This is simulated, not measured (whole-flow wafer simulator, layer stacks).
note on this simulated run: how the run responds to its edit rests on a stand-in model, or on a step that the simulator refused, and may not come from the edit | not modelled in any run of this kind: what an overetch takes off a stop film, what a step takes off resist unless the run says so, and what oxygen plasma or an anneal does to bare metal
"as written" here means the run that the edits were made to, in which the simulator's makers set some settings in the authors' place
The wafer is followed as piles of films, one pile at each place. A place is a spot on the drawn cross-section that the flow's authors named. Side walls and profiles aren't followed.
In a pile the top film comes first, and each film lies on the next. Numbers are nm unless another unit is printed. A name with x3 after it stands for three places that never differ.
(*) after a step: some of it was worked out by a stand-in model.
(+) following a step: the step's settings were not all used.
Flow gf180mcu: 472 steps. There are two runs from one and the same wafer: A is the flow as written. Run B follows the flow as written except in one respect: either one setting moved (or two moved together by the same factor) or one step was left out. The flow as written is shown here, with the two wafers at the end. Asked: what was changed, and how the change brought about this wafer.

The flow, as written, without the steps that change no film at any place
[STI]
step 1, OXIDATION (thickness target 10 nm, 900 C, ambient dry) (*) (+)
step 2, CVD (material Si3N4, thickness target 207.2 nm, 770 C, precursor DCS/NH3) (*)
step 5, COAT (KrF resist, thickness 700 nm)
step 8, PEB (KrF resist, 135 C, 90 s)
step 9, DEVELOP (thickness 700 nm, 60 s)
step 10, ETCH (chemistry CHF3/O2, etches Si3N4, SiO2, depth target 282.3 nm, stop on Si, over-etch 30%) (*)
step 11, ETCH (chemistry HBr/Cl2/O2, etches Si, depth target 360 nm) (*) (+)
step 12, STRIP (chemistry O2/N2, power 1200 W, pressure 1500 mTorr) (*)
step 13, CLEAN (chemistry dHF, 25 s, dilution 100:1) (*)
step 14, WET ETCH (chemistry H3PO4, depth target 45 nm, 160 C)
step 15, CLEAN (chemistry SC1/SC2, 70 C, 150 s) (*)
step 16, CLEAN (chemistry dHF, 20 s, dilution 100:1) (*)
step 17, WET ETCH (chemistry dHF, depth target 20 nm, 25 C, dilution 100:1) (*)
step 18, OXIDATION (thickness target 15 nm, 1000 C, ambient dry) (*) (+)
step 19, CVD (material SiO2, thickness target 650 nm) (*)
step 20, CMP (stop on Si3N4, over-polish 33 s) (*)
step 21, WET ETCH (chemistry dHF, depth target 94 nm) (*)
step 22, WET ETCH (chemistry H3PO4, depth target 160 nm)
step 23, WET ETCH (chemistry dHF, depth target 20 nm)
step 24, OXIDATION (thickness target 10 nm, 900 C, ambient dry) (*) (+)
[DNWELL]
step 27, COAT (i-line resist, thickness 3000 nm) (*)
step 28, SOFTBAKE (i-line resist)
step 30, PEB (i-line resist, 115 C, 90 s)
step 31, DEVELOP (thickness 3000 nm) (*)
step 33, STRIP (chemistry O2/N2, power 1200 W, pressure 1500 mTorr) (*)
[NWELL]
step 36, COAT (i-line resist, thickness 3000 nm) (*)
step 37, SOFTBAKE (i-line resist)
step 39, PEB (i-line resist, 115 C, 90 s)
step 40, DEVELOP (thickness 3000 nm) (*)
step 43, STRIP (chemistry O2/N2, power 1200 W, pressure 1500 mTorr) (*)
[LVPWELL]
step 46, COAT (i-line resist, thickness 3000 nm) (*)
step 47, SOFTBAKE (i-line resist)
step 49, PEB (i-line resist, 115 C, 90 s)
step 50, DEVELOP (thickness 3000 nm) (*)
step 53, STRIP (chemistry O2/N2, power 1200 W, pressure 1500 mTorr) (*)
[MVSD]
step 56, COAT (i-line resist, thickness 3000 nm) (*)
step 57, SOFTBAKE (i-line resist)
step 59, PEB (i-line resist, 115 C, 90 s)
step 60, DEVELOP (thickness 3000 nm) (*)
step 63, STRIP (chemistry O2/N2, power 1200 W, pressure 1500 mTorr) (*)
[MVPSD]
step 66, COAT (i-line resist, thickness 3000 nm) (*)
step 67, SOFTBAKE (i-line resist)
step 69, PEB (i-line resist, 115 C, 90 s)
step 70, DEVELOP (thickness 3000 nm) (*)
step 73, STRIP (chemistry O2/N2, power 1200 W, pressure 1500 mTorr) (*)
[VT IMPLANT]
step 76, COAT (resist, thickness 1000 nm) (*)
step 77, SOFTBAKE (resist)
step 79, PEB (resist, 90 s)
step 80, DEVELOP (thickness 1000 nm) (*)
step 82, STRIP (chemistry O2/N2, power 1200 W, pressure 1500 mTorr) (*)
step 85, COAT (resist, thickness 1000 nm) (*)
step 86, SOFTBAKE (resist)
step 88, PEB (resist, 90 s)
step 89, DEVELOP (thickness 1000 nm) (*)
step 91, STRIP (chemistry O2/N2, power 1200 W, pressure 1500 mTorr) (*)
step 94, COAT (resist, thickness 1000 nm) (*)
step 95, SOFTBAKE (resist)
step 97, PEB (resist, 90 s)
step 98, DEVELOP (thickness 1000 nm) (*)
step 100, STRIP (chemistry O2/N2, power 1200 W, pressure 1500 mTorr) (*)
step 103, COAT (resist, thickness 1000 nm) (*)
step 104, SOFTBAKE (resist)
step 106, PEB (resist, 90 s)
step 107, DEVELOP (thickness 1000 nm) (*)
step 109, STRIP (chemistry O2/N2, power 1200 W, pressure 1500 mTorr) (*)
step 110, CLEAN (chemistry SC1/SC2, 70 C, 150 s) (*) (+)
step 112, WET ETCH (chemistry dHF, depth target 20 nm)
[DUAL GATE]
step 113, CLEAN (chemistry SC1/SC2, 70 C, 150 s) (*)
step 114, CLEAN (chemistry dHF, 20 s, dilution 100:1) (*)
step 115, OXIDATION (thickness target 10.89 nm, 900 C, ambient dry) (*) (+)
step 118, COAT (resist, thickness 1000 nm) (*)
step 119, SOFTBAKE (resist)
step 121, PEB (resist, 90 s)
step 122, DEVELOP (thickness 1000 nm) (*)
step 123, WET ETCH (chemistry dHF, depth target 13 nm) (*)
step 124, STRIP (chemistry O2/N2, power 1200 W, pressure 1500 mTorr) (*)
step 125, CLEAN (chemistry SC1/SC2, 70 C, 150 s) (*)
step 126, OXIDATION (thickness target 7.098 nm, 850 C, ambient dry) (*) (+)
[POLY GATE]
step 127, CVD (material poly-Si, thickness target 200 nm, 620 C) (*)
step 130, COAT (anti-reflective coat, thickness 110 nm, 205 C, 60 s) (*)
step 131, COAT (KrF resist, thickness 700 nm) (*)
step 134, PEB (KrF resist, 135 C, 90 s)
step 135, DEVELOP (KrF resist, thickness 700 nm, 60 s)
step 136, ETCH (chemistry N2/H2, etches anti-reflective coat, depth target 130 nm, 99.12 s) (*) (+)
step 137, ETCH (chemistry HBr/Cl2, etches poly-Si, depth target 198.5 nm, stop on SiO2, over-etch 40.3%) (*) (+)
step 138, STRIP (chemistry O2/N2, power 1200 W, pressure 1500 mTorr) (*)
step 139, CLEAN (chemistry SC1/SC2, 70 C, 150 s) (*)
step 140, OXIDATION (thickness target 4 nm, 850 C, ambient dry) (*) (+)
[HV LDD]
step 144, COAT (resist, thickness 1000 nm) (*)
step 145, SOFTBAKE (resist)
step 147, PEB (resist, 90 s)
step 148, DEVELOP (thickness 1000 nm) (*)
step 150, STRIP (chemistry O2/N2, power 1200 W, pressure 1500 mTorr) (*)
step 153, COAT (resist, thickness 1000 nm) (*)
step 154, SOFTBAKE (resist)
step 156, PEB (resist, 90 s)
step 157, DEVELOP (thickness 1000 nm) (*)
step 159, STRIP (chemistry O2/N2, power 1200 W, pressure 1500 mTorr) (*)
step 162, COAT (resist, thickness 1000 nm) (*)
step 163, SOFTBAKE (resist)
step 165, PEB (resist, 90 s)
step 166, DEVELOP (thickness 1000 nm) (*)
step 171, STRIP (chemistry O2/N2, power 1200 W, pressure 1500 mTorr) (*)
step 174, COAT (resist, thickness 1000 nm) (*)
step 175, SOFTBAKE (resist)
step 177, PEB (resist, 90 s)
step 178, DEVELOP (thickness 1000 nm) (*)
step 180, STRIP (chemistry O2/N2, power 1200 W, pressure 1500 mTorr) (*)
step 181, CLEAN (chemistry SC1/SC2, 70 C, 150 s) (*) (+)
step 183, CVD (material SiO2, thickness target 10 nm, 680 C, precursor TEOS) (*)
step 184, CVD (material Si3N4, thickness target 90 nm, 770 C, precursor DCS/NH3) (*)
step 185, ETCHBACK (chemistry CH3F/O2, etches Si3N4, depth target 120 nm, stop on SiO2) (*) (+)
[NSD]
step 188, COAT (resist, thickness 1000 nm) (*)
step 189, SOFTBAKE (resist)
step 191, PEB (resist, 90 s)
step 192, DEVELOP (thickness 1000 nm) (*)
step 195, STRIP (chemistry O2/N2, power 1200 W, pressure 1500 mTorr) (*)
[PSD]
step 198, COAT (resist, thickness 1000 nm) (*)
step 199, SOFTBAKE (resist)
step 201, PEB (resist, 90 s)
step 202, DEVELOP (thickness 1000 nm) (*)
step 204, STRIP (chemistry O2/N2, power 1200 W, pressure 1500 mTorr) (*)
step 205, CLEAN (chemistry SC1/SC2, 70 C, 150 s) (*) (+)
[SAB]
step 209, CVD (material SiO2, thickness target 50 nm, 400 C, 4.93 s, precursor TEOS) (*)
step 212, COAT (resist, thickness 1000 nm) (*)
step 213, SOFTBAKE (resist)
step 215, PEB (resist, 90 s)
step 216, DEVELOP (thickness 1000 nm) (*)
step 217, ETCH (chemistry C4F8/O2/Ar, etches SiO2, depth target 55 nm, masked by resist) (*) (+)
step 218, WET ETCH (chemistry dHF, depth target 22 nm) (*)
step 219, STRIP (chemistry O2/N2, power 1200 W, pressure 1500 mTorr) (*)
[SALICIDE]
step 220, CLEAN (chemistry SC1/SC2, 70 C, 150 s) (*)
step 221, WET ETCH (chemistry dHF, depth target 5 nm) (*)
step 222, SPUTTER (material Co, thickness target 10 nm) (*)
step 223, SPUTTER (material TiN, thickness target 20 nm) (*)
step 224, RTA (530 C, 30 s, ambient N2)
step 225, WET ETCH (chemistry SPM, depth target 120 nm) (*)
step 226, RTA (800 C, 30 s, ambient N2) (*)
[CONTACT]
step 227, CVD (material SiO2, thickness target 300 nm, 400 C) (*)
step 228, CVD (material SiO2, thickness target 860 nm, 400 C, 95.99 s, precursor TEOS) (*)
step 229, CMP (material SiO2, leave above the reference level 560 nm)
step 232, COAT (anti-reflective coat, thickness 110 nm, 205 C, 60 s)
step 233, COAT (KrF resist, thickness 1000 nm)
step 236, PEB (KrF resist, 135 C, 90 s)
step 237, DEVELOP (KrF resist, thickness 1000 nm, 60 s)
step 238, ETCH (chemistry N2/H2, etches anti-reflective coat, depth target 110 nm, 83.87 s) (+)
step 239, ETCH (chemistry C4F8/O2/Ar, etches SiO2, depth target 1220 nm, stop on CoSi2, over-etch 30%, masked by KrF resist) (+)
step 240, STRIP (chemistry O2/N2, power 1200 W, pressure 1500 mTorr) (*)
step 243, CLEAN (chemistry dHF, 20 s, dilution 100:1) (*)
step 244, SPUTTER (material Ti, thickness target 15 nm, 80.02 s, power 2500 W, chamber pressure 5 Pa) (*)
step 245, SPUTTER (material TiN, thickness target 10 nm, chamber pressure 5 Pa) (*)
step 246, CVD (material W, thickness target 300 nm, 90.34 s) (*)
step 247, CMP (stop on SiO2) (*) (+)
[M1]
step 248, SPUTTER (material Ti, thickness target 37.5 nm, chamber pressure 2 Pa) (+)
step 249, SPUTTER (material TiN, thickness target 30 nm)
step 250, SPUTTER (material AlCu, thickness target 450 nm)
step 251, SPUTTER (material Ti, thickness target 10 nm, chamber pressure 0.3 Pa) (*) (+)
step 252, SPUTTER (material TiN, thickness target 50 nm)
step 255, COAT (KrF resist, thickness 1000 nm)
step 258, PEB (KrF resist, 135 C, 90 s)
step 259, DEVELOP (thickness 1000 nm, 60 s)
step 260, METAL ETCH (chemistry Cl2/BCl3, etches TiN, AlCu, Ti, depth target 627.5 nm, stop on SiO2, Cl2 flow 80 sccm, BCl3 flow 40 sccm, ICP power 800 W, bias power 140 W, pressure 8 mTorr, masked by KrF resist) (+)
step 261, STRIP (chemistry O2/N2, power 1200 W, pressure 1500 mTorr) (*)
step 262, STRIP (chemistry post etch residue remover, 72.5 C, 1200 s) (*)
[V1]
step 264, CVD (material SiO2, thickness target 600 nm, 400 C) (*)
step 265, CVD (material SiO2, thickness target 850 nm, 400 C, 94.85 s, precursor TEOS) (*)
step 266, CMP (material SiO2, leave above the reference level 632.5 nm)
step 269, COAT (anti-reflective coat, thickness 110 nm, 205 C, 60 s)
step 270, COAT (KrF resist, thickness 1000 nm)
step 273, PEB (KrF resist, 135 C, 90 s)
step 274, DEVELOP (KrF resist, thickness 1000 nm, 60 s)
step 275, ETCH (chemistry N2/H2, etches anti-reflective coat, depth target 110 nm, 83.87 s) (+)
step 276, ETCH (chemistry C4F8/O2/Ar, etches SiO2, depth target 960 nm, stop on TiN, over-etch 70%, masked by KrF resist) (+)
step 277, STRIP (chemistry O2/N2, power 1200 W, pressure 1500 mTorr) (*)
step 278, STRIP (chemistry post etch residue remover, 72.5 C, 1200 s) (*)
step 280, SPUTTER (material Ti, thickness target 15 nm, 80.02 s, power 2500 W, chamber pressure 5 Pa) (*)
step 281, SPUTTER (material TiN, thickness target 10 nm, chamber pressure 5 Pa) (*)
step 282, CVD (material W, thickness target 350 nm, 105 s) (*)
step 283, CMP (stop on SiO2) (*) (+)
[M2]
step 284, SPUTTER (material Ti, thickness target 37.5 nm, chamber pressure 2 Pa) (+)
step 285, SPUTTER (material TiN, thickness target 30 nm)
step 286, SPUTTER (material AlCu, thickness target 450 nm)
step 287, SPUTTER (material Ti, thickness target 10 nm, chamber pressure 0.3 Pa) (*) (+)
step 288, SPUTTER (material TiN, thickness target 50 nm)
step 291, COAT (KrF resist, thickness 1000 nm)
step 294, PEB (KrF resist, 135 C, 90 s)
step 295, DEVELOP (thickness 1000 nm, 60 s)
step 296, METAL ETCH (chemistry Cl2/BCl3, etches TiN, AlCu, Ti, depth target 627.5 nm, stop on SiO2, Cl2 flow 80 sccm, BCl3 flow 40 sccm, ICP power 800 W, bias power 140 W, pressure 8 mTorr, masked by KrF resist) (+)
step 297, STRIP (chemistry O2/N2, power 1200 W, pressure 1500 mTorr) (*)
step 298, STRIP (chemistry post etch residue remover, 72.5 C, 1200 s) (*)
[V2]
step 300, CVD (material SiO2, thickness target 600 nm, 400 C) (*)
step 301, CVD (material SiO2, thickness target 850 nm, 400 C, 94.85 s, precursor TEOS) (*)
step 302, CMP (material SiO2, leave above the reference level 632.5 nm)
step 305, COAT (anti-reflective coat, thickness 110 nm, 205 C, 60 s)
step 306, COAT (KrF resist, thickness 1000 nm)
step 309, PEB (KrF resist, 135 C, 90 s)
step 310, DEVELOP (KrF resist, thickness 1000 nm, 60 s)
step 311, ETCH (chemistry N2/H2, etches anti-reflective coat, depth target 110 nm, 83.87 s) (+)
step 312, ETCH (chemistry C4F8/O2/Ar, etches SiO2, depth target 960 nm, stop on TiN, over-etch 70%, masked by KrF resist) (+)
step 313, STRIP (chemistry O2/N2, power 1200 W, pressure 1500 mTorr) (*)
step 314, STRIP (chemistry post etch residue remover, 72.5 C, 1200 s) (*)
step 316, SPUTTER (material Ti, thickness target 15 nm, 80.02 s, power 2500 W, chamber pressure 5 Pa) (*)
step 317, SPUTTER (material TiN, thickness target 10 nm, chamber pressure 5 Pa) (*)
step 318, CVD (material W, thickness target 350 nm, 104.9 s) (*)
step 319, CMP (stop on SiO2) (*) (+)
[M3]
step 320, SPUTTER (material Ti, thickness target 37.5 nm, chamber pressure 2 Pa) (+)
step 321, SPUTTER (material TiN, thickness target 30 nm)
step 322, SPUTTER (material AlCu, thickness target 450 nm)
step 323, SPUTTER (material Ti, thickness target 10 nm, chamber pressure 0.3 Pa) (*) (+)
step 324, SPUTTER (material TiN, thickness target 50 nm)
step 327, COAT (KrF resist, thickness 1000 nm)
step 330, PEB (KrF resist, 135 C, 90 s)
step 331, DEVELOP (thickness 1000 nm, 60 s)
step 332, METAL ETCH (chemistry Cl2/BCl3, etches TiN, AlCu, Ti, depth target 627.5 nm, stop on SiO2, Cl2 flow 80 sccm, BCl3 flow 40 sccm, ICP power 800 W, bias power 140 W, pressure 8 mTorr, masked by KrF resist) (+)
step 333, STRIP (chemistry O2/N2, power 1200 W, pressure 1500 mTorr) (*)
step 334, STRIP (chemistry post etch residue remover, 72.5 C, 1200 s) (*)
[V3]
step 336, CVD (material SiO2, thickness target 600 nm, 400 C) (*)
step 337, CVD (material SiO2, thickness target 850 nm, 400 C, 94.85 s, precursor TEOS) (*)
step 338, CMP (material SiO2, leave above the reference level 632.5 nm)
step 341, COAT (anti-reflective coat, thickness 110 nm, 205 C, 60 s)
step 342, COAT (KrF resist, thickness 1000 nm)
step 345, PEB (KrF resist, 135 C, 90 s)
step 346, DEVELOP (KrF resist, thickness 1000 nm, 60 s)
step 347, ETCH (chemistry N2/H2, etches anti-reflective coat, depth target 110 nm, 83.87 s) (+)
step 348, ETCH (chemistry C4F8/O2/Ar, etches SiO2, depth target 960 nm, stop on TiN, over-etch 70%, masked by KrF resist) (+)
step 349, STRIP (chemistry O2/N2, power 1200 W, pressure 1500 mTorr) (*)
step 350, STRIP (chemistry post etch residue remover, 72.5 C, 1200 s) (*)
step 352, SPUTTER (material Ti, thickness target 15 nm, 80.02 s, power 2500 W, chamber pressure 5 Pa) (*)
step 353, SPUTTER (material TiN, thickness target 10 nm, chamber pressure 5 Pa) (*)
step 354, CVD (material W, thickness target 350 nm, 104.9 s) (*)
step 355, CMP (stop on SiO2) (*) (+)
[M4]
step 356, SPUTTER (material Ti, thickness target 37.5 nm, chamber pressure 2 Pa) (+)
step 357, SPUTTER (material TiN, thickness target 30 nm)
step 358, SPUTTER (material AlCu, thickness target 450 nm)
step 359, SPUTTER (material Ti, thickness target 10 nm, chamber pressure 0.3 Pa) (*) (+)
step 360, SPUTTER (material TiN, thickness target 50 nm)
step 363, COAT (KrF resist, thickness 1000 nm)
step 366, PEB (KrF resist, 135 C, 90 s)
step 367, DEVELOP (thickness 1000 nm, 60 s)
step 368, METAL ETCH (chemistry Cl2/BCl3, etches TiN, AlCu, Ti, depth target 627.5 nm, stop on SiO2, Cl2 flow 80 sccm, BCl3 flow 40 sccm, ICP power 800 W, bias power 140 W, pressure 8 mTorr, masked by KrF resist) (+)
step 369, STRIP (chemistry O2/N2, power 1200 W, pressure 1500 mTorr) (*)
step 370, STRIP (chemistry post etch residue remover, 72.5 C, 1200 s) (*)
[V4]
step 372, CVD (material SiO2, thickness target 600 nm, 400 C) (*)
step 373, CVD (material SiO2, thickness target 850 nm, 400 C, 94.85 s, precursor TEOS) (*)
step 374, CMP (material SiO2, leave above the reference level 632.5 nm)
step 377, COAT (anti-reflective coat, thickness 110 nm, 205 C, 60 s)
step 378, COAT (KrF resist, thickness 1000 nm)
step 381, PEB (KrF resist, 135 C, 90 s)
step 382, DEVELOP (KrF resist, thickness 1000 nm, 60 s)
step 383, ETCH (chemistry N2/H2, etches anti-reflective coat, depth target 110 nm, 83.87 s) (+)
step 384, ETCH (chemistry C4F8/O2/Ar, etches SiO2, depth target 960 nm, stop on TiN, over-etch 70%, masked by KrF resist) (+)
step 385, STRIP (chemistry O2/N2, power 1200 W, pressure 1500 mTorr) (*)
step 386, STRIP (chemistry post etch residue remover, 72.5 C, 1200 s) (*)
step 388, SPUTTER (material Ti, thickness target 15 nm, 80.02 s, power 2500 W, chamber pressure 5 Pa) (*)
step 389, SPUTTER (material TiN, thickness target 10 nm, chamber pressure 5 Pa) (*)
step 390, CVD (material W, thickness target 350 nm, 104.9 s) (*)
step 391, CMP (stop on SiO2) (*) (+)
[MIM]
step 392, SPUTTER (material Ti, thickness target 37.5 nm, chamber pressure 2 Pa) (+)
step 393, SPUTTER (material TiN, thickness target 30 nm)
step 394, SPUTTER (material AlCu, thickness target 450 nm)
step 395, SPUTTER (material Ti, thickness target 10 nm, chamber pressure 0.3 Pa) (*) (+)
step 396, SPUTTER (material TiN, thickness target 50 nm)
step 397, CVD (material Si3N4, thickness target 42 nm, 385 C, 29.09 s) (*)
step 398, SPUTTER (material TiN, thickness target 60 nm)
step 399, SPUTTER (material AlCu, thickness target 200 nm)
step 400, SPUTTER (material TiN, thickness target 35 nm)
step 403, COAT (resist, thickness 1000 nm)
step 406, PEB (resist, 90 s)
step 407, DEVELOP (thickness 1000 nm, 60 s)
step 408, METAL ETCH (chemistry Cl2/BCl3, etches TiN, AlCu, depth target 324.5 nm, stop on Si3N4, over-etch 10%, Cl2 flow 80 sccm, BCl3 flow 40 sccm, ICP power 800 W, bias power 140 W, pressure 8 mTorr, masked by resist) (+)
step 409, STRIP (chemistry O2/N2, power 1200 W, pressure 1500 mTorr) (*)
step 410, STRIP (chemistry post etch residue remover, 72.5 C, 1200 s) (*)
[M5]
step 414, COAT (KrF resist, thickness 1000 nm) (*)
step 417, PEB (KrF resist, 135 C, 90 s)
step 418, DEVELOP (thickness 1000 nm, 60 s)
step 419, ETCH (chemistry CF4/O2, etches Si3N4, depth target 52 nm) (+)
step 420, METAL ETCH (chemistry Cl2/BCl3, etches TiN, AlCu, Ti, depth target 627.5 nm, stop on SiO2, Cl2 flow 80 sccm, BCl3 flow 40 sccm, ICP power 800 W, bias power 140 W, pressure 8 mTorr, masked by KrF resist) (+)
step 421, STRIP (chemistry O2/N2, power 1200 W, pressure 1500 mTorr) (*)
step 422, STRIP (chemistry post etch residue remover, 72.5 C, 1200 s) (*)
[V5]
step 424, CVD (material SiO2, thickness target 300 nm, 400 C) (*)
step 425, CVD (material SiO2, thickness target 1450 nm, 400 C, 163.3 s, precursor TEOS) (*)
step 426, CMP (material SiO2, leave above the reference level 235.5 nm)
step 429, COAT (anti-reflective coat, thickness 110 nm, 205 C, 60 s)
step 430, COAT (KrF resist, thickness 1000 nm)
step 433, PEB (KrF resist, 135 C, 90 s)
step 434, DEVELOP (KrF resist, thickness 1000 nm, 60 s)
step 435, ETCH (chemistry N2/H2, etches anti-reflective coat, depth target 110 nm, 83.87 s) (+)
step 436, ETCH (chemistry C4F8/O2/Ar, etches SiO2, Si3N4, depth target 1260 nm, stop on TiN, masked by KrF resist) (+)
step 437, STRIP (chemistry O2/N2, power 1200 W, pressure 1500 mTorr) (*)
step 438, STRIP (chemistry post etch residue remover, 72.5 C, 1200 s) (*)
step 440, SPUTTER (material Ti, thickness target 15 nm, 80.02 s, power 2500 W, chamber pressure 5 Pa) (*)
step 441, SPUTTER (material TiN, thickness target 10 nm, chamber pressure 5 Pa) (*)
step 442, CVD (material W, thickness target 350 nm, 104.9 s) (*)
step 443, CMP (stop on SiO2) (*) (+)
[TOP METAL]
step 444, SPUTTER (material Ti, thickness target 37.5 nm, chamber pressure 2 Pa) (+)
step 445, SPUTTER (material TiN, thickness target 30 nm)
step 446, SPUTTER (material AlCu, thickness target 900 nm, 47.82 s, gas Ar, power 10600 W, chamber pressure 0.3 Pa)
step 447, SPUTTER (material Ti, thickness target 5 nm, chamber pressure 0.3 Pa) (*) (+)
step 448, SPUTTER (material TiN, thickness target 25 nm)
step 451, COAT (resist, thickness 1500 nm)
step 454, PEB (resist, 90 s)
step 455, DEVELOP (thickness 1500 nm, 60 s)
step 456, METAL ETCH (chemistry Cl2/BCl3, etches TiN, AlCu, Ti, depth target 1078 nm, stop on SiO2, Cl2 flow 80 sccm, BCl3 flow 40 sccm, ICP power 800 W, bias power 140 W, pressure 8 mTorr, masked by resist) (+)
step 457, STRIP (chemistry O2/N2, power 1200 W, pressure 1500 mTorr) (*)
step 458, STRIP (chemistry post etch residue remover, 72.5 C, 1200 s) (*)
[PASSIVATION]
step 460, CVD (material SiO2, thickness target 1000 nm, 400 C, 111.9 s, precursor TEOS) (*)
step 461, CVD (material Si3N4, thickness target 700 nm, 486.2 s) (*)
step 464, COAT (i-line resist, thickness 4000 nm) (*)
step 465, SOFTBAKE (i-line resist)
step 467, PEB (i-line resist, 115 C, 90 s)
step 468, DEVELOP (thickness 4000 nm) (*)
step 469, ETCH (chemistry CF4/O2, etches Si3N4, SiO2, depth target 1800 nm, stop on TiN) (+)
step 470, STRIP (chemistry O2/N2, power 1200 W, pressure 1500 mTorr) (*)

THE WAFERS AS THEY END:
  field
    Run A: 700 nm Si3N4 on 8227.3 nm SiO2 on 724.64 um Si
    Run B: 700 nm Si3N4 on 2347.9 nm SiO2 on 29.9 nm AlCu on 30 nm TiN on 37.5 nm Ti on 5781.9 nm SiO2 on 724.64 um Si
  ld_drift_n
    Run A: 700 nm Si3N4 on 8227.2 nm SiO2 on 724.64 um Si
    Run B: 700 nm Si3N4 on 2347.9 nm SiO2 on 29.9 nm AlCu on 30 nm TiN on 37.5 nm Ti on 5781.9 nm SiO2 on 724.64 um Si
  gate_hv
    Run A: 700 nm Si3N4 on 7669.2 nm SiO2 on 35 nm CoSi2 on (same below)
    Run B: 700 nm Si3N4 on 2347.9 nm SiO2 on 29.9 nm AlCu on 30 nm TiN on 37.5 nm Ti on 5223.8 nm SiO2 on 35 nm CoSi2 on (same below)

Cause: step 420, METAL ETCH: depth target 472.9 nm was run, while the flow as written has depth target 627.5 nm.

Step by step, how the change led to this:
  step 420, METAL ETCH (chemistry Cl2/BCl3, etches TiN, AlCu, Ti, depth target 627.5 nm, stop on SiO2, Cl2 flow 80 sccm, BCl3 flow 40 sccm, ICP power 800 W, bias power 140 W, pressure 8 mTorr, masked by KrF resist) (+)
      field, field__w1, field__w2 and 101 more: A -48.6 TiN (all of it), -10 Ti (all of it), -450 AlCu (all of it), -30 TiN (all of it), -37.5 Ti (all of it) | B -48.6 TiN (all of it), -10 Ti (all of it), -414.3 AlCu
      field__w4, field__w8, contact, m1, m1__w1, mim, mim_1p0, m1_nw: A -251 KrF resist | B -189.2 KrF resist
  step 421, STRIP (chemistry O2/N2, power 1200 W, pressure 1500 mTorr) (*)
      field__w8, m1__w1: A -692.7 KrF resist (all of it) | B -754.6 KrF resist (all of it)
      contact, m1: A -693.2 KrF resist (all of it) | B -755 KrF resist (all of it)
      (also at 4 further places)
  step 422, STRIP (chemistry post etch residue remover, 72.5 C, 1200 s) (*)
      field, field__w1, field__w2 and 101 more: A nothing | B -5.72 AlCu
  step 424, CVD (material SiO2, thickness target 300 nm, 400 C) (*)
      field, field__w1, field__w2 and 101 more: A +300 SiO2 | B +300 SiO2 (new film)
  step 426, CMP (material SiO2, leave above the reference level 235.5 nm)
      field, field__w1, field__w5 and 92 more: A -300.8 SiO2 | B -398.3 SiO2
      field__w2, field__w3, field__w12 and 6 more: A -272.7 SiO2 | B -374.5 SiO2
If metal films that touch count as one body, field has 1 body; the flow as written gives 0 bodies.
If metal films that touch count as one body, ld_drift_n has 1 body; the flow as written gives 0 bodies.
If metal films that touch count as one body, gate_hv has 2 bodies (between them, from the top down: SiO2 5223.8); the flow as written gives 1 body.
